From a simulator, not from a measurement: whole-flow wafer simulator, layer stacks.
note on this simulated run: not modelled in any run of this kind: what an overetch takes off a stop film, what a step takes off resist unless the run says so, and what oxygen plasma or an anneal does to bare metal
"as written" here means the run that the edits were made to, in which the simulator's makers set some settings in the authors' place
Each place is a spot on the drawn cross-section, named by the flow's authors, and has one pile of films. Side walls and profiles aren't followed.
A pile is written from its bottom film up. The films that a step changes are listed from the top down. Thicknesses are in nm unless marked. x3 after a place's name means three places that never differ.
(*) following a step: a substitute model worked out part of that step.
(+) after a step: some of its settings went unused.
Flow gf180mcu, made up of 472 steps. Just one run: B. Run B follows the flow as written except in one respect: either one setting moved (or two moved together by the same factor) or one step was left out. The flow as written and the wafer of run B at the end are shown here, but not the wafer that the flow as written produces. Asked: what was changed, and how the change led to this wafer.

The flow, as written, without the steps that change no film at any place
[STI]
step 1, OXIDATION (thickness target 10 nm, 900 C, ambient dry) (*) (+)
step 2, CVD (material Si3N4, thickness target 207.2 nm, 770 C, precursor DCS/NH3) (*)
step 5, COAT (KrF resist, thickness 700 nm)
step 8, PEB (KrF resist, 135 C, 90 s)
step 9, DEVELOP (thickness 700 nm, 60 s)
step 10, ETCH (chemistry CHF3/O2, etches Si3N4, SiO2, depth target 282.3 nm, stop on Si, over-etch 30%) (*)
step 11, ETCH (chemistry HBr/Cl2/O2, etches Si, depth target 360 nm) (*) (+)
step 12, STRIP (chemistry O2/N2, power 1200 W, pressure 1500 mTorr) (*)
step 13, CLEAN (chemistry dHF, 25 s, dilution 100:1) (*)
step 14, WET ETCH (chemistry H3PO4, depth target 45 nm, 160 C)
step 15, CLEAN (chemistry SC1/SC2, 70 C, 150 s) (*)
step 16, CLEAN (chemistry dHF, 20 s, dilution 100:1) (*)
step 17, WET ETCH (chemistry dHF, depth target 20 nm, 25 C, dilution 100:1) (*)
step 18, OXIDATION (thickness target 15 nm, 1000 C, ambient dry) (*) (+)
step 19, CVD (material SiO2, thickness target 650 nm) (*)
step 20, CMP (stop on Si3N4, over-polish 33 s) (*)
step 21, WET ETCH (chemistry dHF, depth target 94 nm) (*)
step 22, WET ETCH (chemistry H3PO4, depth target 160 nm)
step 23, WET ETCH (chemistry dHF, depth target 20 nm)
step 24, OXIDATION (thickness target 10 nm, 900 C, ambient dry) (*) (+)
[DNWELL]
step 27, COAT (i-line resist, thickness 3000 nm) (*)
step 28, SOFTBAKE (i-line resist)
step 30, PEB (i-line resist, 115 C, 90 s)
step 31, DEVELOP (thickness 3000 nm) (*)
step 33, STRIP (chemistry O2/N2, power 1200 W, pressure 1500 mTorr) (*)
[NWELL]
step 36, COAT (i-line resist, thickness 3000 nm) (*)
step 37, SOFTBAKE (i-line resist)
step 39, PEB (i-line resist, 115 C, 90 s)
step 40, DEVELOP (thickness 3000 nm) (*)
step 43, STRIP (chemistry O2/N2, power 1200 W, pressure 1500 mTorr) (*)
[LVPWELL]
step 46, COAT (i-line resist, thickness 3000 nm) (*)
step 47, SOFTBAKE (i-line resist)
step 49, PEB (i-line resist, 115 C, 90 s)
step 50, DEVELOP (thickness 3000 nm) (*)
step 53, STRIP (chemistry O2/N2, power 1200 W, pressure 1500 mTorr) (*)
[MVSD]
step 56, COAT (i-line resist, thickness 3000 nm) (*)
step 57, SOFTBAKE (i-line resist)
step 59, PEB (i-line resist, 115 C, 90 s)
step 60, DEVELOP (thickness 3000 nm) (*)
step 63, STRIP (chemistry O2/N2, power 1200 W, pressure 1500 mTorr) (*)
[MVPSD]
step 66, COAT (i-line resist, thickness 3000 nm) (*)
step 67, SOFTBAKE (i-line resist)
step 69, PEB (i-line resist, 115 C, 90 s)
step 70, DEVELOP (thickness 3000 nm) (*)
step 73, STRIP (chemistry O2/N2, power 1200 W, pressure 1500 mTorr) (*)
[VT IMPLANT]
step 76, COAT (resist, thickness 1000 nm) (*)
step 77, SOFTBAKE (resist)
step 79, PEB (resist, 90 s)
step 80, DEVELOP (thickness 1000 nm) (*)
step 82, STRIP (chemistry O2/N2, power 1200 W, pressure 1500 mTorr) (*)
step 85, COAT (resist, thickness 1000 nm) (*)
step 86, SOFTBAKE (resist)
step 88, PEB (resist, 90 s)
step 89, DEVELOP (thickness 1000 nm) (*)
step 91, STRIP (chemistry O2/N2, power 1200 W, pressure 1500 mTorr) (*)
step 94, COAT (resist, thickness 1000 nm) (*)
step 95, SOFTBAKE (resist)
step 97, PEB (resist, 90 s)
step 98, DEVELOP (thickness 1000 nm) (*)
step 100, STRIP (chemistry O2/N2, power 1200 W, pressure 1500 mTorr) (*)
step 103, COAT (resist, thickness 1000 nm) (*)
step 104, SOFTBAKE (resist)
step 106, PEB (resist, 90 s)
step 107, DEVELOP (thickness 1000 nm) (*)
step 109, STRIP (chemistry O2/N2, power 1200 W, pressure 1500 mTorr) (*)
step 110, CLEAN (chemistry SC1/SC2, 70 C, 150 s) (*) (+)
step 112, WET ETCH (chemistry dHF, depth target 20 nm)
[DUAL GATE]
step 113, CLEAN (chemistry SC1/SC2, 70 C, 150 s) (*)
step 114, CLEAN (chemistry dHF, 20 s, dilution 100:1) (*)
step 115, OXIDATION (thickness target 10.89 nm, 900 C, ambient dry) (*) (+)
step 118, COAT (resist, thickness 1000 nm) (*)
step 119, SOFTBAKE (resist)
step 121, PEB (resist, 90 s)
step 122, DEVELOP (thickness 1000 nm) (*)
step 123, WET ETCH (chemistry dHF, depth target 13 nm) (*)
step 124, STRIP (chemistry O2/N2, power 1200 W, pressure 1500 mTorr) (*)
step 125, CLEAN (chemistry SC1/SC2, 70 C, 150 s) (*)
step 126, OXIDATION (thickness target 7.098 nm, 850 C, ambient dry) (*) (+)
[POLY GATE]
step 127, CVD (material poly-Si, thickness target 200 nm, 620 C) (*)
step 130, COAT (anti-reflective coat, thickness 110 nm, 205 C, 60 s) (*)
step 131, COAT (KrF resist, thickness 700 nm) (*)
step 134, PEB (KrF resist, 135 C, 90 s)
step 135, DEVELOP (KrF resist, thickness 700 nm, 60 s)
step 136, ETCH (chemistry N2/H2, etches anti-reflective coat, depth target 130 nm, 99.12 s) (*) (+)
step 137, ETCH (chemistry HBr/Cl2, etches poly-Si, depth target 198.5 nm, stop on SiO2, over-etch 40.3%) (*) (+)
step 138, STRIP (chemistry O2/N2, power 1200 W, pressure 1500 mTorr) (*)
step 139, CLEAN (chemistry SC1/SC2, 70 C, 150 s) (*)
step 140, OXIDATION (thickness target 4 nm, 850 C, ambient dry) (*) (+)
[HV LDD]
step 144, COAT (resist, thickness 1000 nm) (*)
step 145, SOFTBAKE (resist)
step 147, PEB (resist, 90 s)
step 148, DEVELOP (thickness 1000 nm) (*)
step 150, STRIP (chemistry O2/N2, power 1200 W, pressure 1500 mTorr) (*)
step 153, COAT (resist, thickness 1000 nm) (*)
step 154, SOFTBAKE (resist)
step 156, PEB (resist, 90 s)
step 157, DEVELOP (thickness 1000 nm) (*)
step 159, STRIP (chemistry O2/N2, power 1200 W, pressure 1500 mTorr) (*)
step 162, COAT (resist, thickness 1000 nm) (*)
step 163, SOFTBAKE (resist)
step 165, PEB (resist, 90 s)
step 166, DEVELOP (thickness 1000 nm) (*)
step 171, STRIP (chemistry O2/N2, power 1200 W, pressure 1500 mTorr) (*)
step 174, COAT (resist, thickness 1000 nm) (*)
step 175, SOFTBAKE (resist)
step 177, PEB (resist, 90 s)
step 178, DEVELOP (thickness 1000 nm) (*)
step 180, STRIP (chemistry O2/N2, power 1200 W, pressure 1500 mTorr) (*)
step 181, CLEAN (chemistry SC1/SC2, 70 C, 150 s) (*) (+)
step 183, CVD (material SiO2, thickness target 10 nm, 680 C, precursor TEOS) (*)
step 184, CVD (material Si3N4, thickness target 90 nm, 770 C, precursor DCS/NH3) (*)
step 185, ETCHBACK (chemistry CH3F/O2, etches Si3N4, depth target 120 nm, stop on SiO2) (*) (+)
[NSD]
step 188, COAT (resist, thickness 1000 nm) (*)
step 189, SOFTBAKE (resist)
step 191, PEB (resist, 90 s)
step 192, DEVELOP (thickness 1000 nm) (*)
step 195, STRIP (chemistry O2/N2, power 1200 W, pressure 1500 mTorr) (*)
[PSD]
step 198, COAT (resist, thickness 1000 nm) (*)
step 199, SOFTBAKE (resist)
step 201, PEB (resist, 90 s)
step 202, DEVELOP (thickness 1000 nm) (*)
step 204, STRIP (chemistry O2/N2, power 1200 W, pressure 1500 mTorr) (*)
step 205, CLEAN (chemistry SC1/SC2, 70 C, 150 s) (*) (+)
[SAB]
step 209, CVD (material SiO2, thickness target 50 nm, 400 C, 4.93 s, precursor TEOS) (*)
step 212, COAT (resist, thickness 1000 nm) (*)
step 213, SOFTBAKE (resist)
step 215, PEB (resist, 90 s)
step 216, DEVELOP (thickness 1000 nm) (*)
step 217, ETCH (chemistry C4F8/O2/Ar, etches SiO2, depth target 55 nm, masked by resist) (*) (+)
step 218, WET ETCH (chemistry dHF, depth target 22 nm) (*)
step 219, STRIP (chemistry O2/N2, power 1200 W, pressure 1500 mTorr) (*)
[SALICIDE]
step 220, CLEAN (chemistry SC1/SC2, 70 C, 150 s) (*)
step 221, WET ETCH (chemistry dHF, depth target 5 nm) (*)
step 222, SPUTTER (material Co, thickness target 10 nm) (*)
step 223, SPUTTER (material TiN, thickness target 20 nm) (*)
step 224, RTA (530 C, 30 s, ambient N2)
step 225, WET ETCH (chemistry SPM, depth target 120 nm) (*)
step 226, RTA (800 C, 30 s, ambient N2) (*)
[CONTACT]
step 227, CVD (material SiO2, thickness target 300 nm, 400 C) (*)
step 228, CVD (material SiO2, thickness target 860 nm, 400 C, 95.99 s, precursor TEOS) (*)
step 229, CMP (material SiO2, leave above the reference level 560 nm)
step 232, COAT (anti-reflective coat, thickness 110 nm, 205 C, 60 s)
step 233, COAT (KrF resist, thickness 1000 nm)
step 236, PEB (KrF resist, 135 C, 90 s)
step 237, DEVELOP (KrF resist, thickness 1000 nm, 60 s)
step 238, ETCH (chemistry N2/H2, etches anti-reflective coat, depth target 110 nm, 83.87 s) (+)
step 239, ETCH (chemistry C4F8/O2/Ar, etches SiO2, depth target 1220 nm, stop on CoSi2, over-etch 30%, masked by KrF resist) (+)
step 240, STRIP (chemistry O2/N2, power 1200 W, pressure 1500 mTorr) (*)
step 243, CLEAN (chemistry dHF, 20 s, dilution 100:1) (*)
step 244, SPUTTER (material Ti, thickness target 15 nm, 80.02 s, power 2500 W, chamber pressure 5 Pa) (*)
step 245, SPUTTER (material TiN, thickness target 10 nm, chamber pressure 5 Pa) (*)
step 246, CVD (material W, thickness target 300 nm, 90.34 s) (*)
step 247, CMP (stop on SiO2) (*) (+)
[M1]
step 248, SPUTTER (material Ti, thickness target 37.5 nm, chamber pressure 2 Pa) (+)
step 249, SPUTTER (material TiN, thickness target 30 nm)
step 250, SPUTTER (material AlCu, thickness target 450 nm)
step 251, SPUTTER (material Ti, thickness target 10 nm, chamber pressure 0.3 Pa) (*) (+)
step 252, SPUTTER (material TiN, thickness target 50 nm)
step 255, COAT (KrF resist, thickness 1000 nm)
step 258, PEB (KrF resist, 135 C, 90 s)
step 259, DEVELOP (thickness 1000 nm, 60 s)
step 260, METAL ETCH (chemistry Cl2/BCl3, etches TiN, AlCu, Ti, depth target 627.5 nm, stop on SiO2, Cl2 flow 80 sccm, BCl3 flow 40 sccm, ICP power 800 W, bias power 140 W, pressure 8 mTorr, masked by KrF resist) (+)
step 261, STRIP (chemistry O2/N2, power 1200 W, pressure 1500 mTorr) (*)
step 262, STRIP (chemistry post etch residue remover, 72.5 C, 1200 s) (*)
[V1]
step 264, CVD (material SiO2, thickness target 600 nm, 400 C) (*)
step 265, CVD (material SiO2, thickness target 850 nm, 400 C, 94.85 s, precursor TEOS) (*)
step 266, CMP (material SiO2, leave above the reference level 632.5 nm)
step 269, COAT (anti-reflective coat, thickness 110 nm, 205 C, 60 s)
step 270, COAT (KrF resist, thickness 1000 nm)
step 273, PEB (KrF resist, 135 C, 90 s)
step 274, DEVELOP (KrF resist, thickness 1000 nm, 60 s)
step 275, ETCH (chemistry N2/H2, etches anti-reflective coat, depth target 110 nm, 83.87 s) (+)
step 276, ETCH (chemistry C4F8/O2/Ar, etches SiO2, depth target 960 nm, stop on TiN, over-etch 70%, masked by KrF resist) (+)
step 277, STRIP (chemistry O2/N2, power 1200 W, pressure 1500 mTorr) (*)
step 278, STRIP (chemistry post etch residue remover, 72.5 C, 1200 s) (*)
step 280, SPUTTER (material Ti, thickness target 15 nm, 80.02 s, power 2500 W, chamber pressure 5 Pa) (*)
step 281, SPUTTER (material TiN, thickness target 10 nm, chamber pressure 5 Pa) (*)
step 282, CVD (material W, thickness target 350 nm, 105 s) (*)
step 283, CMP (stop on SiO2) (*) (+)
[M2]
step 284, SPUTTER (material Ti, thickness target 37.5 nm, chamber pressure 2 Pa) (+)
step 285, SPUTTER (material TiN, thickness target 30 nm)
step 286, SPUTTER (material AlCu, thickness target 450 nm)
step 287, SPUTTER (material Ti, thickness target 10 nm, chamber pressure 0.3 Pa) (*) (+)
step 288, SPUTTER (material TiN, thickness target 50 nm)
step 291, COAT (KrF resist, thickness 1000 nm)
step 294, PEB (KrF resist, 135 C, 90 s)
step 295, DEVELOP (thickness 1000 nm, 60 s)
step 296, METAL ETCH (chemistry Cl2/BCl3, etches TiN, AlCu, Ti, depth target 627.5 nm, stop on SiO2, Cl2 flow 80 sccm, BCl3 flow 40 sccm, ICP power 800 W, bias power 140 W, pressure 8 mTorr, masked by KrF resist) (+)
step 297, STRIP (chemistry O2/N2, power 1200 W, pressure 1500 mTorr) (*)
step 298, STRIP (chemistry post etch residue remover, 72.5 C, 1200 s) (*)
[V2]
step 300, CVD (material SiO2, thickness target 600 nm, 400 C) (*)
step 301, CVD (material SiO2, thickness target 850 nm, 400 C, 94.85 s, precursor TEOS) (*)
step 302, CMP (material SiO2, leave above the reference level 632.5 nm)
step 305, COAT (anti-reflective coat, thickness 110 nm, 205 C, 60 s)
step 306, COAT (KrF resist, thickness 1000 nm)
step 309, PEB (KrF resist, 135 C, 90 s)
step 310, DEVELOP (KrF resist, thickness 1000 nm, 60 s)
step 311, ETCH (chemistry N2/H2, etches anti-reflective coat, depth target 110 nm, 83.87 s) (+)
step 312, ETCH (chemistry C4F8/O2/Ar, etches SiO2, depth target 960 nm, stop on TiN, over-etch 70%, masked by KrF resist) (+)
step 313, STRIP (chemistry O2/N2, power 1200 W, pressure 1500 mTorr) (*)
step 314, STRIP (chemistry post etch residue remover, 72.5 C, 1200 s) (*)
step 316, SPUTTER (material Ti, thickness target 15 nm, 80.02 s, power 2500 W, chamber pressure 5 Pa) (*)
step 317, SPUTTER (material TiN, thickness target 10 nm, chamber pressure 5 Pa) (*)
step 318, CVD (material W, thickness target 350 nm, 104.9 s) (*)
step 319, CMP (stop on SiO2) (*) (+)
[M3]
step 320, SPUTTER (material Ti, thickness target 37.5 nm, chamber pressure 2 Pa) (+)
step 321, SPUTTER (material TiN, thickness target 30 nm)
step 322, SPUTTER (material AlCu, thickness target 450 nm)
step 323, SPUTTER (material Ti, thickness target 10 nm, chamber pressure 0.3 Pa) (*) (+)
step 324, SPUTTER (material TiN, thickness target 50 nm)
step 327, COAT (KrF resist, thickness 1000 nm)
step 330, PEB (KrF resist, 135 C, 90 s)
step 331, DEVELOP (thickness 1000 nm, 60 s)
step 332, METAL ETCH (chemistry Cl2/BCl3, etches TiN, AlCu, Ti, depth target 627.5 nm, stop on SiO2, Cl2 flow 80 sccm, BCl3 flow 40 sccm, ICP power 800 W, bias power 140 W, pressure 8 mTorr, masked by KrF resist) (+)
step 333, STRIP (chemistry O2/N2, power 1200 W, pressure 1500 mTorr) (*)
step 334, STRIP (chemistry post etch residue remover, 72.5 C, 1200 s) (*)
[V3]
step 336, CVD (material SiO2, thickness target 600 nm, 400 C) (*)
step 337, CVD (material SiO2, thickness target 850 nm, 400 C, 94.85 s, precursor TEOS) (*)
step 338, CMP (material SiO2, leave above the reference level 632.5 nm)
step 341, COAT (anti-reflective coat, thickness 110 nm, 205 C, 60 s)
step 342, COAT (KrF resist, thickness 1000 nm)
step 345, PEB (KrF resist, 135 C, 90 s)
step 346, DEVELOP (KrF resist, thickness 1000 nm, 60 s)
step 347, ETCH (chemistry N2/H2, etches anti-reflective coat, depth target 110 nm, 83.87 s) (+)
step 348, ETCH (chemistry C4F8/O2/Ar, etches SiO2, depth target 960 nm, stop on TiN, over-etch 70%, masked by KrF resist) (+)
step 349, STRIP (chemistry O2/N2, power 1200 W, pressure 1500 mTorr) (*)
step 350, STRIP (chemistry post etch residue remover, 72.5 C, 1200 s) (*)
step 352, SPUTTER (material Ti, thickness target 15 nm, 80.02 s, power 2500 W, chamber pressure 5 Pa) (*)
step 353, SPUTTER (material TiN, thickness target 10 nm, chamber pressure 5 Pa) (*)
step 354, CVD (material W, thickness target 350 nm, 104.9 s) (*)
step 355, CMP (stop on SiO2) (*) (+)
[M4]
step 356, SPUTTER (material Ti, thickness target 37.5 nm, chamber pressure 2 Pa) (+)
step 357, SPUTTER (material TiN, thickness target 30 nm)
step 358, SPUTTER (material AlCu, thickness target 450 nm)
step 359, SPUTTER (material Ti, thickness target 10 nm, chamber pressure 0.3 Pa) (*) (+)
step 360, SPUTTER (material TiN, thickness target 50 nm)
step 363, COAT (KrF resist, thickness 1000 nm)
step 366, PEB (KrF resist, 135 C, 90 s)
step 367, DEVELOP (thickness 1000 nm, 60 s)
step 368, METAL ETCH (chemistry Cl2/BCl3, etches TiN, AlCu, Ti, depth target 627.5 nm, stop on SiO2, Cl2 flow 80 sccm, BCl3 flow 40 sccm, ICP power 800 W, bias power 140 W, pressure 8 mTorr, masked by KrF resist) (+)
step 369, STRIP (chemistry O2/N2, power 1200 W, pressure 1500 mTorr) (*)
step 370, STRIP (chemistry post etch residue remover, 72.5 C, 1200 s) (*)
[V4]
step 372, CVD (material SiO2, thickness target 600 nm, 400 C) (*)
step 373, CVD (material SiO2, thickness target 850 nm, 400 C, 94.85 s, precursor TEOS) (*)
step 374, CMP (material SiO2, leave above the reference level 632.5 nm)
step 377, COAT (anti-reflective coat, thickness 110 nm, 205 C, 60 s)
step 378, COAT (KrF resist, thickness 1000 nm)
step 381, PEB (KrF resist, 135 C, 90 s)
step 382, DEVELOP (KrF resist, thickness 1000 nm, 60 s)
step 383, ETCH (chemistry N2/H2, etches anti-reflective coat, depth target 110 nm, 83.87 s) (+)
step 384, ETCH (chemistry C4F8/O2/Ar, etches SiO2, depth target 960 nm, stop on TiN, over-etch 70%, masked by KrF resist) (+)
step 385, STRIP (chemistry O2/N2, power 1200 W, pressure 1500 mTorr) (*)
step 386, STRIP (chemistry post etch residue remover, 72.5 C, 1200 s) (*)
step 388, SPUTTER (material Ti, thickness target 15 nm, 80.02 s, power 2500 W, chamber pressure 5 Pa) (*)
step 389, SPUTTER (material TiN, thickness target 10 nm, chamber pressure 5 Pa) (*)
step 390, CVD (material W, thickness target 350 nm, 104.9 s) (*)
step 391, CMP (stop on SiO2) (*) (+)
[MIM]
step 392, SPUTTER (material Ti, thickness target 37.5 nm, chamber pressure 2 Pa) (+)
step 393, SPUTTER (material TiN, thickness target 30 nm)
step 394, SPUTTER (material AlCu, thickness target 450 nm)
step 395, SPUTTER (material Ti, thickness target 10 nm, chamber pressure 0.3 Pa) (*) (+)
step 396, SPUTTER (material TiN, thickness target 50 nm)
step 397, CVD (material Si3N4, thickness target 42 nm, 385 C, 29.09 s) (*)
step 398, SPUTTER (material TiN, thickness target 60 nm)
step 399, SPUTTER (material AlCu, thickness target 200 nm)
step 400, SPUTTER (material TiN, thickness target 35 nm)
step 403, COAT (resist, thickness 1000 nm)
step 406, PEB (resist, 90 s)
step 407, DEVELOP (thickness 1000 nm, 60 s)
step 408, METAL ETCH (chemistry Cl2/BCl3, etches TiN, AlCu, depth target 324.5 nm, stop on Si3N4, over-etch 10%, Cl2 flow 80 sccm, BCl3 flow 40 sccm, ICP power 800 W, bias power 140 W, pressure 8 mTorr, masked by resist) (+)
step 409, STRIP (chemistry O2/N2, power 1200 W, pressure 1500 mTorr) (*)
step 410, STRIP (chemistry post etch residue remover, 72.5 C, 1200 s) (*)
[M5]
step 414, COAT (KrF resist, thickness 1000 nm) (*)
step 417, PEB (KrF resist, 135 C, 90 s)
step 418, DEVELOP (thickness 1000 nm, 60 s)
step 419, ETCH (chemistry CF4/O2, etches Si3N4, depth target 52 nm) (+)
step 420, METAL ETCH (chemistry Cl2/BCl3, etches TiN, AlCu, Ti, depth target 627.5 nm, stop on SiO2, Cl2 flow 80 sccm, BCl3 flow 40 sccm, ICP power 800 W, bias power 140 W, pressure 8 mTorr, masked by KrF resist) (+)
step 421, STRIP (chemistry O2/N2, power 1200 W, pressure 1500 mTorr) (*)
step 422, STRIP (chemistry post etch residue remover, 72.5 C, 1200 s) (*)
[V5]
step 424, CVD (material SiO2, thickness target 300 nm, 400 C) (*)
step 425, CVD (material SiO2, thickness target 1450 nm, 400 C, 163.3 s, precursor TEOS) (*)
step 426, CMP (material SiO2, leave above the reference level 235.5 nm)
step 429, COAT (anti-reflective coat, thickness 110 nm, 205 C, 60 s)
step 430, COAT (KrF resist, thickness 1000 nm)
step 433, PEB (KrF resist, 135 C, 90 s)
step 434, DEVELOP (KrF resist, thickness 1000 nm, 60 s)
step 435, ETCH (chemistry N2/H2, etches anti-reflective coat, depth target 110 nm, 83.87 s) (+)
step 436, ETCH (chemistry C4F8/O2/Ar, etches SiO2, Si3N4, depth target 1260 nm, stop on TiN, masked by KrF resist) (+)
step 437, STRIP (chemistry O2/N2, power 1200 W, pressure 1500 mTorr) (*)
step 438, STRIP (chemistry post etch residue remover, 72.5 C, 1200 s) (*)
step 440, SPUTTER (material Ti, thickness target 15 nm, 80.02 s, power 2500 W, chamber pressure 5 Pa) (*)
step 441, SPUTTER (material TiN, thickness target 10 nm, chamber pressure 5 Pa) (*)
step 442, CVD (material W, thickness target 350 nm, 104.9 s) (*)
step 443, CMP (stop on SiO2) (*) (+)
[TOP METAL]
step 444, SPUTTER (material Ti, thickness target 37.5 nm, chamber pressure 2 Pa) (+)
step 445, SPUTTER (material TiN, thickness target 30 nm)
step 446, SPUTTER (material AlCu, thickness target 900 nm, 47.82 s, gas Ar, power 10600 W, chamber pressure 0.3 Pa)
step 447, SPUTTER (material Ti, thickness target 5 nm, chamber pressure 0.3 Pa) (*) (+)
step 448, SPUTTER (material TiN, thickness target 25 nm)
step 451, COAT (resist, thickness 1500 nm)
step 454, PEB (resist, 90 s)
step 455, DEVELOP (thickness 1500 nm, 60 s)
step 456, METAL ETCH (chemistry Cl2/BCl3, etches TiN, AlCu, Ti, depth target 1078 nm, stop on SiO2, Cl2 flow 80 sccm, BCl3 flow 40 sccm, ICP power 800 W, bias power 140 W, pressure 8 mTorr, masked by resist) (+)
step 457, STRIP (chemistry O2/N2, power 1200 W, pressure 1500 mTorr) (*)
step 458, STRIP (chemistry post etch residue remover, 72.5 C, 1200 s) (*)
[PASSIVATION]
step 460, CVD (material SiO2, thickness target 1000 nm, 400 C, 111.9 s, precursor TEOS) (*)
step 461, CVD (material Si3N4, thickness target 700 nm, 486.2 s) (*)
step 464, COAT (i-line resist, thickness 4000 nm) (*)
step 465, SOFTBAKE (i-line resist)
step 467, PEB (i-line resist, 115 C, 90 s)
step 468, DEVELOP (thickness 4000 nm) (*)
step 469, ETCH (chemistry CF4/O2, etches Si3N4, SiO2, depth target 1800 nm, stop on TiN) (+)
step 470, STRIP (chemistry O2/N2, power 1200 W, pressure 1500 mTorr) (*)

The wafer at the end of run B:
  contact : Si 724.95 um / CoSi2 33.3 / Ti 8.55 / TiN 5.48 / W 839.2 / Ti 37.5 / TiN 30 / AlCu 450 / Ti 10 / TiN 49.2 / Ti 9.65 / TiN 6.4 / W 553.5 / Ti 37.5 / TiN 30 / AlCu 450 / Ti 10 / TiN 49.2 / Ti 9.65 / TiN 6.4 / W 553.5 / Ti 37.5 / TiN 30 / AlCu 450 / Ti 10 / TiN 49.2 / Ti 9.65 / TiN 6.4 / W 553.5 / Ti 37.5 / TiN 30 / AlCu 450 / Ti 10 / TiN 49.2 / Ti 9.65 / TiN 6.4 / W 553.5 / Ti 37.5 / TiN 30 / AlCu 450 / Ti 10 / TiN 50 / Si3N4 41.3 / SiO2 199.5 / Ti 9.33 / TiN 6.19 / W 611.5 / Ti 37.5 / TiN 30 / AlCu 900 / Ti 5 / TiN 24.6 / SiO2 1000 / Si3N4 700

The reason: step 436, ETCH: depth target 630 nm was run, whereas the flow has depth target 1260 nm.

Step by step, how the change led to this:
  step 436, ETCH (chemistry C4F8/O2/Ar, etches SiO2, Si3N4, depth target 1260 nm, stop on TiN, masked by KrF resist) (+)
      contact: SiO2 loses 630 (it would be, as written: SiO2 loses 829.5 (all of it), Si3N4 loses 41.3 (all of it))
      field, field__w1, field__w2 and 108 more: KrF resist loses 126 (it would be, as written: KrF resist loses 252)
  step 437, STRIP (chemistry O2/N2, power 1200 W, pressure 1500 mTorr) (*)
      field, field__w1, field__w2 and 108 more: KrF resist loses 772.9 (all of it), anti-reflective coat loses 110 (all of it) (it would be, as written: KrF resist loses 646.9 (all of it), anti-reflective coat loses 110 (all of it))
  step 440, SPUTTER (material Ti, thickness target 15 nm, 80.02 s, power 2500 W, chamber pressure 5 Pa) (*)
      contact: Ti gains 9.33 (new film) (it would be, as written: Ti gains 8.12 (new film))
  step 441, SPUTTER (material TiN, thickness target 10 nm, chamber pressure 5 Pa) (*)
      contact: TiN gains 6.19 (new film) (it would be, as written: TiN gains 5.38 (new film))
  step 442, CVD (material W, thickness target 350 nm, 104.9 s) (*)
      contact: W gains 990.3 (new film) (it would be, as written: W gains 1233.6 (new film))
Taking metal films that touch as one body, contact has 2 bodies (between them, from the top down: SiO2 199.5 / Si3N4 41.3); the flow as written gives 1 body.
